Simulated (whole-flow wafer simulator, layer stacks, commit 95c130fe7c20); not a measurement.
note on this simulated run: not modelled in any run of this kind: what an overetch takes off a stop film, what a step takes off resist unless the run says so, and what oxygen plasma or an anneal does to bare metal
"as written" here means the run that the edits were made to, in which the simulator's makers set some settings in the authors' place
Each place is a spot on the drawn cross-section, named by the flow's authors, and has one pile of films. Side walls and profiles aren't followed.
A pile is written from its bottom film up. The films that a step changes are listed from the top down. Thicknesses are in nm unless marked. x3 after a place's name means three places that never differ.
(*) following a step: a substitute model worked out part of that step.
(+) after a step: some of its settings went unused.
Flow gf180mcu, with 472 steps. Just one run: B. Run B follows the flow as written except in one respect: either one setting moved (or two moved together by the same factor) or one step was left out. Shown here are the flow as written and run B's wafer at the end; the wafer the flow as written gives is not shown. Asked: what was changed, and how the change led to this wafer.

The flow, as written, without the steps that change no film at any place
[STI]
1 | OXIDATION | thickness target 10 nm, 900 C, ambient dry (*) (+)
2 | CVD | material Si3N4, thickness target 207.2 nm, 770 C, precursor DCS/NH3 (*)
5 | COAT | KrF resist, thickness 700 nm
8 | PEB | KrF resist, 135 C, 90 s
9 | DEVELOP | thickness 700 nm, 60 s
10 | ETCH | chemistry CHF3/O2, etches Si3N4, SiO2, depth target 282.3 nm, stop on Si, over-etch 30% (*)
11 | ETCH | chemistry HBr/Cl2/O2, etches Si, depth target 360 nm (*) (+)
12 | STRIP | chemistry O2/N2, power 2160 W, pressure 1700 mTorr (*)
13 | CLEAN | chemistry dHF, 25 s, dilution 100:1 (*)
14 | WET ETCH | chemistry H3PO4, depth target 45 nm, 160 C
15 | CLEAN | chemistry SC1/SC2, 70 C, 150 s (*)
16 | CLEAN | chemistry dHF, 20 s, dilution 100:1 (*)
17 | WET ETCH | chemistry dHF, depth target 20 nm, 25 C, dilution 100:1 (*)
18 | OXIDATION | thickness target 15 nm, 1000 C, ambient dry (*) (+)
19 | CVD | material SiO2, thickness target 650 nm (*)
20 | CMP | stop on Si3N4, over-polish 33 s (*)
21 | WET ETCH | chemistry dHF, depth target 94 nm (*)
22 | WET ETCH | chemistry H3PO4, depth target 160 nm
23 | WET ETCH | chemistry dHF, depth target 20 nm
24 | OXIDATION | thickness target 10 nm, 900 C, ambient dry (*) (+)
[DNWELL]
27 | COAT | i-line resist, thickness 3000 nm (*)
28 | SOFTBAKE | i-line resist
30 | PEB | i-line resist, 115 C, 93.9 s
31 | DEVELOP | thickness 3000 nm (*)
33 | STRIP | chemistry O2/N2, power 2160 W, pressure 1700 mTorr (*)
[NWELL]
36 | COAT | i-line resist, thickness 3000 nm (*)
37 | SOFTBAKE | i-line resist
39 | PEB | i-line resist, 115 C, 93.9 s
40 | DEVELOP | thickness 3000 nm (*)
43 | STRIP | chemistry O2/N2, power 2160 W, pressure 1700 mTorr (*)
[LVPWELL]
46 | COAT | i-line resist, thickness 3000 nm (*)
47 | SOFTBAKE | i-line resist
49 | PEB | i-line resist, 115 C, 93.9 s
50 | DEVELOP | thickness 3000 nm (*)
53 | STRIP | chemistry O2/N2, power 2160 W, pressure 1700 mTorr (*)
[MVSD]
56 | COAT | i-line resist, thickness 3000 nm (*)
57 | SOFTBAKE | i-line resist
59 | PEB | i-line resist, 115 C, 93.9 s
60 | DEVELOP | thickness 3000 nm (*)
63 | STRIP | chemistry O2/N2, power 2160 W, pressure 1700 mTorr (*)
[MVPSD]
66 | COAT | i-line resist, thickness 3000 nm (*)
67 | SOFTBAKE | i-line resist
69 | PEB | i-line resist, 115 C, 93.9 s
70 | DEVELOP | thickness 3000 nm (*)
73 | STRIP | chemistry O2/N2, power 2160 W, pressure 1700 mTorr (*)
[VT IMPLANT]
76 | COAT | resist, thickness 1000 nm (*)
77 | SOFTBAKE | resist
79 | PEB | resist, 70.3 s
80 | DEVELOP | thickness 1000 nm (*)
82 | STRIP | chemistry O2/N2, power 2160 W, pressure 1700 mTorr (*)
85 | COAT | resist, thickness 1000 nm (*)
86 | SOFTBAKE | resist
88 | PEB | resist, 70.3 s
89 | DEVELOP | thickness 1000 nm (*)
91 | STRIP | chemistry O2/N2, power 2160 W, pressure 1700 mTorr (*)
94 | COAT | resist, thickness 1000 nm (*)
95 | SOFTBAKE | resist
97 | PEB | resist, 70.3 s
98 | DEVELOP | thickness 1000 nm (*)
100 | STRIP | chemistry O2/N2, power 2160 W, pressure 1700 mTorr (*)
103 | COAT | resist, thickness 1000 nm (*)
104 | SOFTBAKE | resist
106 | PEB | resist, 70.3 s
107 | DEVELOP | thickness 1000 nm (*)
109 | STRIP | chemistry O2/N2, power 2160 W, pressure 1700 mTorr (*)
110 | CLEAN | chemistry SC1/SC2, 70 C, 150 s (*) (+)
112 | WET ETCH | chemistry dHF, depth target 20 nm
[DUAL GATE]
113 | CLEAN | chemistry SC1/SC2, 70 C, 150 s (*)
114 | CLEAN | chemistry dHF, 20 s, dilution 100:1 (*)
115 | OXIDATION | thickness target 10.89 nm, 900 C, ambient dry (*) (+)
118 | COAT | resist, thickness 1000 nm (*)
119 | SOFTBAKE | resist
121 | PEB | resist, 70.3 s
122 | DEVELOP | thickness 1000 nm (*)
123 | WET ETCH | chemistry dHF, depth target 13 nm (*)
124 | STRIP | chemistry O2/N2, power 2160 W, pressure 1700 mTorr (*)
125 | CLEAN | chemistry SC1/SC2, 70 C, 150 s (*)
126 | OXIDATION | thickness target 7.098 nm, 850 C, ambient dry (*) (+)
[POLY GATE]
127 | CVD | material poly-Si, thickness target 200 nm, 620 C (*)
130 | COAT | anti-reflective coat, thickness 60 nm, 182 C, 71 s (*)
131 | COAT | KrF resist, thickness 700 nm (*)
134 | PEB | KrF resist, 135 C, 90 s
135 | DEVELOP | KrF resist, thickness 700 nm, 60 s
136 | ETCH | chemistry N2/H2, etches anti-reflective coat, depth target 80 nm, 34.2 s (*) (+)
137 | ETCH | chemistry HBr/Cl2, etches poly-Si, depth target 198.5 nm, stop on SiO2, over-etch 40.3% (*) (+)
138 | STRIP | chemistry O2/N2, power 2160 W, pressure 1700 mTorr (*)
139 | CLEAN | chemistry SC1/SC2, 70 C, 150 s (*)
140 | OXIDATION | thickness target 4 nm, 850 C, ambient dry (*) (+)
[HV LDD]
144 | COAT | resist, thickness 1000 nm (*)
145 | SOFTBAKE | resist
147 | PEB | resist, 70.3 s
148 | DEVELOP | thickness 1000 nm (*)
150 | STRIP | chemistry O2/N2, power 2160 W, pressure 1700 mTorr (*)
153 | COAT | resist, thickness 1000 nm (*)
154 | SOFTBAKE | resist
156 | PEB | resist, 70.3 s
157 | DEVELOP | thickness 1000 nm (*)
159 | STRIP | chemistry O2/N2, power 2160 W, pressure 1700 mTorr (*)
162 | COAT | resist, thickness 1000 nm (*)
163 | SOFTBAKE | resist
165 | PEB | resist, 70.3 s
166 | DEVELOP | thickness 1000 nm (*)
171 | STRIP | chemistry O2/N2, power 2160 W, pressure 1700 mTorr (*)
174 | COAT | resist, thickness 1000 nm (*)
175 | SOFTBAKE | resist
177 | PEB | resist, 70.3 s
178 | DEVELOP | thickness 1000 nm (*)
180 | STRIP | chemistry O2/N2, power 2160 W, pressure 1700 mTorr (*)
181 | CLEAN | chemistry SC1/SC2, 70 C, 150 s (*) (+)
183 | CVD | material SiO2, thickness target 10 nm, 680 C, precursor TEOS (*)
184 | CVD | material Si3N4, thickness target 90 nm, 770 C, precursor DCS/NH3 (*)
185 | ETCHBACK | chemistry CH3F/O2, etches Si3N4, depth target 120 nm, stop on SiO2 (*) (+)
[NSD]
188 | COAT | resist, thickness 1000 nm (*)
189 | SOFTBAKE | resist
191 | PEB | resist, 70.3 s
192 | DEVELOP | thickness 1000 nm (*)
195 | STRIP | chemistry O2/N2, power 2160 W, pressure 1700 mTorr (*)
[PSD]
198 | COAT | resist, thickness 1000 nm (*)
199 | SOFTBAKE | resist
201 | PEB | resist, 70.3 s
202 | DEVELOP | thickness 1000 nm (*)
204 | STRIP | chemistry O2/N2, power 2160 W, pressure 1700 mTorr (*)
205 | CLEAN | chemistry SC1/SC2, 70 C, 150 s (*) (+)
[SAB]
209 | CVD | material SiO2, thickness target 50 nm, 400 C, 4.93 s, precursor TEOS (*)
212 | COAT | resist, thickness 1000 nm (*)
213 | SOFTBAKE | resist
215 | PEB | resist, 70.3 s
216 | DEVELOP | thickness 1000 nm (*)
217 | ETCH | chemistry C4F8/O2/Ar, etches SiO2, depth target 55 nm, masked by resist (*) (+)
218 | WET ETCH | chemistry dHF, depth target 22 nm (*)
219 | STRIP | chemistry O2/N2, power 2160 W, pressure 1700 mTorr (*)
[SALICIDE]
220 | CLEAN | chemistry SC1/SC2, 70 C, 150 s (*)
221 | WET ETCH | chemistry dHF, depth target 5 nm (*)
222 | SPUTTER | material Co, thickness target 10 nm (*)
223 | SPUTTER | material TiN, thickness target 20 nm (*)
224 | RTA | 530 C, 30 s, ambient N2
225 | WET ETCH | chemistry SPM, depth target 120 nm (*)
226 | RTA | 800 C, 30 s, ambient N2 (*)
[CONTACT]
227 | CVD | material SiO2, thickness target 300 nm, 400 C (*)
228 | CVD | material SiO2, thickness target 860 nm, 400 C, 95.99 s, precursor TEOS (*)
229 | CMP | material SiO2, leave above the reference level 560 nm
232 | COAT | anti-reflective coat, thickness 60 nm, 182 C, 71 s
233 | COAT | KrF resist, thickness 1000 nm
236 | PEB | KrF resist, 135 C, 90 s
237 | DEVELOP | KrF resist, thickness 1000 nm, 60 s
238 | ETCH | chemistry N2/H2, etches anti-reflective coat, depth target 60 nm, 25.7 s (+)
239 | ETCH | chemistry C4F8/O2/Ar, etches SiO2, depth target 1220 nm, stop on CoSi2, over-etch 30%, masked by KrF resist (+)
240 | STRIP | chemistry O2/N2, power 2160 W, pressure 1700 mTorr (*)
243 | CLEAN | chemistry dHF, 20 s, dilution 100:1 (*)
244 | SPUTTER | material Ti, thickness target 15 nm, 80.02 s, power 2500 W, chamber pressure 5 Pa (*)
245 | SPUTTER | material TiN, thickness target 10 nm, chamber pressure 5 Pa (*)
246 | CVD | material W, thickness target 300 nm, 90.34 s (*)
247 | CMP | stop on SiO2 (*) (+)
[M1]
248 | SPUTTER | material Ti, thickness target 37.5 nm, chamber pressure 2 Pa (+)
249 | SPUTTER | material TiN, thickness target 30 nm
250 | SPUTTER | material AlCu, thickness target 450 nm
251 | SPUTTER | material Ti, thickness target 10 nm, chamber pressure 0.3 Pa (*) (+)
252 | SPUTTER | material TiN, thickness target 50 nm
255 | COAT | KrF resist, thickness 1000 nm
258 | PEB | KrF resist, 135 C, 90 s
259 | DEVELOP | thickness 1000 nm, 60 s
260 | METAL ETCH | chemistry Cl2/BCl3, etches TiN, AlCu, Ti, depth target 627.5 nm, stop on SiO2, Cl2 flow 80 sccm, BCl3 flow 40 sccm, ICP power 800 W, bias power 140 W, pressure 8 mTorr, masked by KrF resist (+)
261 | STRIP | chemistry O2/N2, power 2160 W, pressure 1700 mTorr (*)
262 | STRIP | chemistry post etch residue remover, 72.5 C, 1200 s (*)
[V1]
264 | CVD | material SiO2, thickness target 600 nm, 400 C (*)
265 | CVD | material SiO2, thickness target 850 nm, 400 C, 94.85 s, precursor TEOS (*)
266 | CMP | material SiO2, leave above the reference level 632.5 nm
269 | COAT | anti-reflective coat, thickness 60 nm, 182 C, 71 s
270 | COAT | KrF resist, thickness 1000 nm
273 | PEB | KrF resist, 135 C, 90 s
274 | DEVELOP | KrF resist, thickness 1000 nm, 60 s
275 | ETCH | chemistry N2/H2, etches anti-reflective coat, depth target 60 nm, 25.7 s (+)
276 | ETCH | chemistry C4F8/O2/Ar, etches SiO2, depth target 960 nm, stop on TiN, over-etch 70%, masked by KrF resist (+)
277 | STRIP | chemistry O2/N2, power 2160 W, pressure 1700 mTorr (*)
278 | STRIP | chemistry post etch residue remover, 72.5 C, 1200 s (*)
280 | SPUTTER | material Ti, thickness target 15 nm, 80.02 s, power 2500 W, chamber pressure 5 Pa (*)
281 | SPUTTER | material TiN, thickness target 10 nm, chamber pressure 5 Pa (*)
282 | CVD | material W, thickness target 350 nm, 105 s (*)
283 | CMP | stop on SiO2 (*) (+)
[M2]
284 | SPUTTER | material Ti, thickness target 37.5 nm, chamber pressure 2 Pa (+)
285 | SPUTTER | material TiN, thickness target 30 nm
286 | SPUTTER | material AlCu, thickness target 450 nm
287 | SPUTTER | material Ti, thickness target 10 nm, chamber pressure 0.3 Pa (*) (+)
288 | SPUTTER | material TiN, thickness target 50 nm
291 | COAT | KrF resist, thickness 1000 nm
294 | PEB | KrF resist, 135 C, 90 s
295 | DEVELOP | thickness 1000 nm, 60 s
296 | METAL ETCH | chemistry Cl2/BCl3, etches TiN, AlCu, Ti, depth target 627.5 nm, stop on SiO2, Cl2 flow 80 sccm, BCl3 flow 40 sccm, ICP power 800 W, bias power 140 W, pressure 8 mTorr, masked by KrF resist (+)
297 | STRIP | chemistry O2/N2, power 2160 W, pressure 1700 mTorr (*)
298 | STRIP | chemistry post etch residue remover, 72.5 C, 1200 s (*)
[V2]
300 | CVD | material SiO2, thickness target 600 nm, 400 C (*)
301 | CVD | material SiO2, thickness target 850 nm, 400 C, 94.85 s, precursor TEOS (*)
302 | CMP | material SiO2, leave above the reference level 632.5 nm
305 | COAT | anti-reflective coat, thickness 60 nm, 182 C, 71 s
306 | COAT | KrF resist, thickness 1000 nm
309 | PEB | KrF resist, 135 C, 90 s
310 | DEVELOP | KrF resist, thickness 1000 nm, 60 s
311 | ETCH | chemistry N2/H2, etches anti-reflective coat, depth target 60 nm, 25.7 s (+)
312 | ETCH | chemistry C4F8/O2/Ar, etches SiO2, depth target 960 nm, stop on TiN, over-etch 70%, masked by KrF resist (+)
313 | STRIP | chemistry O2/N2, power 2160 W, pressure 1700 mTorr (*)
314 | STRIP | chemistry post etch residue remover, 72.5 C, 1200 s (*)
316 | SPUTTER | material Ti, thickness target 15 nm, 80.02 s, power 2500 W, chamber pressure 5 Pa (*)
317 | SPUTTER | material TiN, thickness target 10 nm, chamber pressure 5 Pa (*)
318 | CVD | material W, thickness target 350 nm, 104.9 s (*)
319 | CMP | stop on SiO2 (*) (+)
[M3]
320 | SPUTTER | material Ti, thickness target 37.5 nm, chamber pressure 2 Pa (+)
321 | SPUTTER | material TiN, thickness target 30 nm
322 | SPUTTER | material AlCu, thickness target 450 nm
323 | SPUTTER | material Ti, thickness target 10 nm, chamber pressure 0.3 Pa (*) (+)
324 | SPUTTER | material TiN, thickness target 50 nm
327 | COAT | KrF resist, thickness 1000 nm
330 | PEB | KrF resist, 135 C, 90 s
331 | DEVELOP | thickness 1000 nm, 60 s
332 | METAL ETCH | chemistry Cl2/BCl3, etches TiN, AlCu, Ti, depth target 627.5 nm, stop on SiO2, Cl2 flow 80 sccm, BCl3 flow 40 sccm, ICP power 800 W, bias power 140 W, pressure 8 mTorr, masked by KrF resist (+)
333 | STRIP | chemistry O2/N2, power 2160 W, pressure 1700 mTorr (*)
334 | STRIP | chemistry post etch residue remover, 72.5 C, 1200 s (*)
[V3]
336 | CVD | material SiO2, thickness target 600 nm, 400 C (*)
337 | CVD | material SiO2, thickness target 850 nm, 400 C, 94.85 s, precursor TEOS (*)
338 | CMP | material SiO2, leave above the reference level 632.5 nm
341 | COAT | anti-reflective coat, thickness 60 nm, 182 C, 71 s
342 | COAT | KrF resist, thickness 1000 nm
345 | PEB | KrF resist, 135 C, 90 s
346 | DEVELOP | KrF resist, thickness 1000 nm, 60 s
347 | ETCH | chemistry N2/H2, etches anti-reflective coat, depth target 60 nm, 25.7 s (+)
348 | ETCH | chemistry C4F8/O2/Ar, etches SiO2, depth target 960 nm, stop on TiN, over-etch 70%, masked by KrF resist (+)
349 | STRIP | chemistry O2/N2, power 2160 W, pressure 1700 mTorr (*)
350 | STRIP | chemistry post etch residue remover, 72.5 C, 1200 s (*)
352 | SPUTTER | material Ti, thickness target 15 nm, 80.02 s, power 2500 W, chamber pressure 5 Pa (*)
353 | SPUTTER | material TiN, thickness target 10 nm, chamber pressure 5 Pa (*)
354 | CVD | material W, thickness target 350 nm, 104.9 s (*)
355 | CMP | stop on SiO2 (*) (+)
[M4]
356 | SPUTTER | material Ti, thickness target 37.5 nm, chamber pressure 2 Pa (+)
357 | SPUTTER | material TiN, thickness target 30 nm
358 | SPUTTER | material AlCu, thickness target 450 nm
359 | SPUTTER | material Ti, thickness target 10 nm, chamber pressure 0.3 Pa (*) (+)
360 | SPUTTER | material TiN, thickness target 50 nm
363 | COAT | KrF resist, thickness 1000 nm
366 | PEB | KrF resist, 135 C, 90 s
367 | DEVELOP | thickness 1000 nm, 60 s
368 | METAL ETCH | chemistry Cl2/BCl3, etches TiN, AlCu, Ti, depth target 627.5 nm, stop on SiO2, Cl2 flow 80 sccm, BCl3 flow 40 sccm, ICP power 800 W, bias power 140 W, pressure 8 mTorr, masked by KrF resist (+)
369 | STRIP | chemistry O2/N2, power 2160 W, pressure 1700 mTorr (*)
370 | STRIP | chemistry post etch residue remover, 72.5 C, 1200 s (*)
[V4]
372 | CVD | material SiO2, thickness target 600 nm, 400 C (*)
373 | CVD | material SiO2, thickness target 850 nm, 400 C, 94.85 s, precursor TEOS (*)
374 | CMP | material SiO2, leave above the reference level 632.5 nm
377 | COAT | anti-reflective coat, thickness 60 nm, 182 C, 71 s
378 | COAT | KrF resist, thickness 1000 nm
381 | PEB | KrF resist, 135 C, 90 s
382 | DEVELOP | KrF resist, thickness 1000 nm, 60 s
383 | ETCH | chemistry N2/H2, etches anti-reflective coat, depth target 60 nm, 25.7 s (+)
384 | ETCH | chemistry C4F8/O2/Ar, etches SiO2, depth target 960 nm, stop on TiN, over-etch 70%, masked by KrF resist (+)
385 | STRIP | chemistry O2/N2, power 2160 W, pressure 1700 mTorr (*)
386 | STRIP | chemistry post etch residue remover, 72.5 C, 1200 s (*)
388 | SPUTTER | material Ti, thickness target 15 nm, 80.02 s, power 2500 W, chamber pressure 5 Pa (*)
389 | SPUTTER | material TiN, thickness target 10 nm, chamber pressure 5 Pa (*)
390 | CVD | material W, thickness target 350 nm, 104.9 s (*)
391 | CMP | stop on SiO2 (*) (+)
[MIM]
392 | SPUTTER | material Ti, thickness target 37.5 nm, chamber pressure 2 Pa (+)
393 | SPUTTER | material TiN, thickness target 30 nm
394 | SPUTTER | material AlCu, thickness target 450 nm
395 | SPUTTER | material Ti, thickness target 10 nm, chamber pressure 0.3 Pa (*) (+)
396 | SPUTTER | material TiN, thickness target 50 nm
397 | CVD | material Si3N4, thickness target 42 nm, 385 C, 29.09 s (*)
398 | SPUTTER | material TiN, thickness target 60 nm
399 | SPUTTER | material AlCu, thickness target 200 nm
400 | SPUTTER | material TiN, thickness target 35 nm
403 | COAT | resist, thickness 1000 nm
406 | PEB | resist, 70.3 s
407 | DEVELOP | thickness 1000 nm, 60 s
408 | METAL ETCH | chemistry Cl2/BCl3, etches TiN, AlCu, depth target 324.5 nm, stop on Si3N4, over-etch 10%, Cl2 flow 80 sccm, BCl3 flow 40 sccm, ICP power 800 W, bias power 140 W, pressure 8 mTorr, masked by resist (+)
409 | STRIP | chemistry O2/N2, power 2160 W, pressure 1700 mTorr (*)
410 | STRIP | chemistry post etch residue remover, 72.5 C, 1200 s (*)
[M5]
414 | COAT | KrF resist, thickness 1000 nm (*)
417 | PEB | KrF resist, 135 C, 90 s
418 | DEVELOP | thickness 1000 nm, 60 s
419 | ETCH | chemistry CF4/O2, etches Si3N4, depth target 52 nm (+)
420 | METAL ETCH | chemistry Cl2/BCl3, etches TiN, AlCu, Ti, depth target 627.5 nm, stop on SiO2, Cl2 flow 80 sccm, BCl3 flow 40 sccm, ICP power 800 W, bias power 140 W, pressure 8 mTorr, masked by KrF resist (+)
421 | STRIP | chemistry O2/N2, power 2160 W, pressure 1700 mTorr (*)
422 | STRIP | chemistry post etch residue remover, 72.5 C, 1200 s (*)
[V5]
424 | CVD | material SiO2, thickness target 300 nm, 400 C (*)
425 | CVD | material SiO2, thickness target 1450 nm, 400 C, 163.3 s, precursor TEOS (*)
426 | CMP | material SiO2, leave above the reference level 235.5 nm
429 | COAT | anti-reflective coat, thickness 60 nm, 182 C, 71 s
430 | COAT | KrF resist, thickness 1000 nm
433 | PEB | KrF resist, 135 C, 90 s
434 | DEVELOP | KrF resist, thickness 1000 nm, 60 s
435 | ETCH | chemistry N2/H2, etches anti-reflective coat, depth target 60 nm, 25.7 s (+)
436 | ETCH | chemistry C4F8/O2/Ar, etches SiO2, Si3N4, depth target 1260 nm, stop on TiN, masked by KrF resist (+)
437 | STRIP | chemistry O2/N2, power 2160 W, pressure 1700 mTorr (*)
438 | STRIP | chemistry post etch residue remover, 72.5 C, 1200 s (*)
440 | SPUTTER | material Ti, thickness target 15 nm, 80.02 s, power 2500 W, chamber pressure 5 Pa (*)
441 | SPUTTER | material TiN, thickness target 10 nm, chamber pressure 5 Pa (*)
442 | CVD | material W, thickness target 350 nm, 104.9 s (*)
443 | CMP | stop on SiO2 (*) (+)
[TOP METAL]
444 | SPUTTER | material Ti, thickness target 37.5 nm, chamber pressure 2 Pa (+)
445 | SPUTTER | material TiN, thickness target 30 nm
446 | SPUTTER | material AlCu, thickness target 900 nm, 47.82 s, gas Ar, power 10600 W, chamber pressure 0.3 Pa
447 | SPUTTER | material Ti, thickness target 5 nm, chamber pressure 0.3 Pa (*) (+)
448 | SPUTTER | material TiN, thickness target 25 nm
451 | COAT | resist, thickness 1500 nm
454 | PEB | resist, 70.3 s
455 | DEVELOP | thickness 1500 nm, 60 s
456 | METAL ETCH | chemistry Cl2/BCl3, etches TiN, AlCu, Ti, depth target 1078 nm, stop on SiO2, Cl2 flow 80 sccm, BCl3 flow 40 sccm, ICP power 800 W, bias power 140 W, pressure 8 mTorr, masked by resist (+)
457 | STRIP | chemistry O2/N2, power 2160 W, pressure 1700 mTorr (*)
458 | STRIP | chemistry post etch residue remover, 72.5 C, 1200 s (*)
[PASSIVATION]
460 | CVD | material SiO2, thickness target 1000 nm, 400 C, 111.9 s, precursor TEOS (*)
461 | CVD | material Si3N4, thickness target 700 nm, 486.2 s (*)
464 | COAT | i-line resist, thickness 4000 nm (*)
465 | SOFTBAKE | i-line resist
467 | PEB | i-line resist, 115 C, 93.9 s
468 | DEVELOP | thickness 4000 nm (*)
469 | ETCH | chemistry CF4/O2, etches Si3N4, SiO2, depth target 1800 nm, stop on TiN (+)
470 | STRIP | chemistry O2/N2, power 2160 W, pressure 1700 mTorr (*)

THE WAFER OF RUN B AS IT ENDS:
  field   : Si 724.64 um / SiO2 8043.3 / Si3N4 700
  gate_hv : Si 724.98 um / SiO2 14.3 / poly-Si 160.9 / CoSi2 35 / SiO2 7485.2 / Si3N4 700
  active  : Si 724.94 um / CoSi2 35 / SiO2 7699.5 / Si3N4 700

What caused this: step 250, SPUTTER: thickness target 266 nm was run, whereas the flow has thickness target 450 nm.

Step by step, how the change led to this:
  250 | SPUTTER | material AlCu, thickness target 450 nm
      field, field__w1, field__w2 and 108 more: +266 AlCu (new film) (as written it would have been: +450 AlCu (new film))
  260 | METAL ETCH | chemistry Cl2/BCl3, etches TiN, AlCu, Ti, depth target 627.5 nm, stop on SiO2, Cl2 flow 80 sccm, BCl3 flow 40 sccm, ICP power 800 W, bias power 140 W, pressure 8 mTorr, masked by KrF resist (+)
      field, field__w1, field__w2 and 99 more: -50 TiN (all of it), -10 Ti (all of it), -266 AlCu (all of it), -30 TiN (all of it), -37.5 Ti (all of it) (as written it would have been: -50 TiN (all of it), -10 Ti (all of it), -450 AlCu (all of it), -30 TiN (all of it), -37.5 Ti (all of it))
      field__w8, contact, m1 and 6 more: -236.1 KrF resist (as written it would have been: -251 KrF resist)
  261 | STRIP | chemistry O2/N2, power 2160 W, pressure 1700 mTorr (*)
      field__w8, contact, m1 and 6 more: -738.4 KrF resist (all of it) (as written it would have been: -723.5 KrF resist (all of it))
  266 | CMP | material SiO2, leave above the reference level 632.5 nm
      field, field__w1, field__w2 and 99 more: -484 SiO2 (as written it would have been: -300 SiO2)
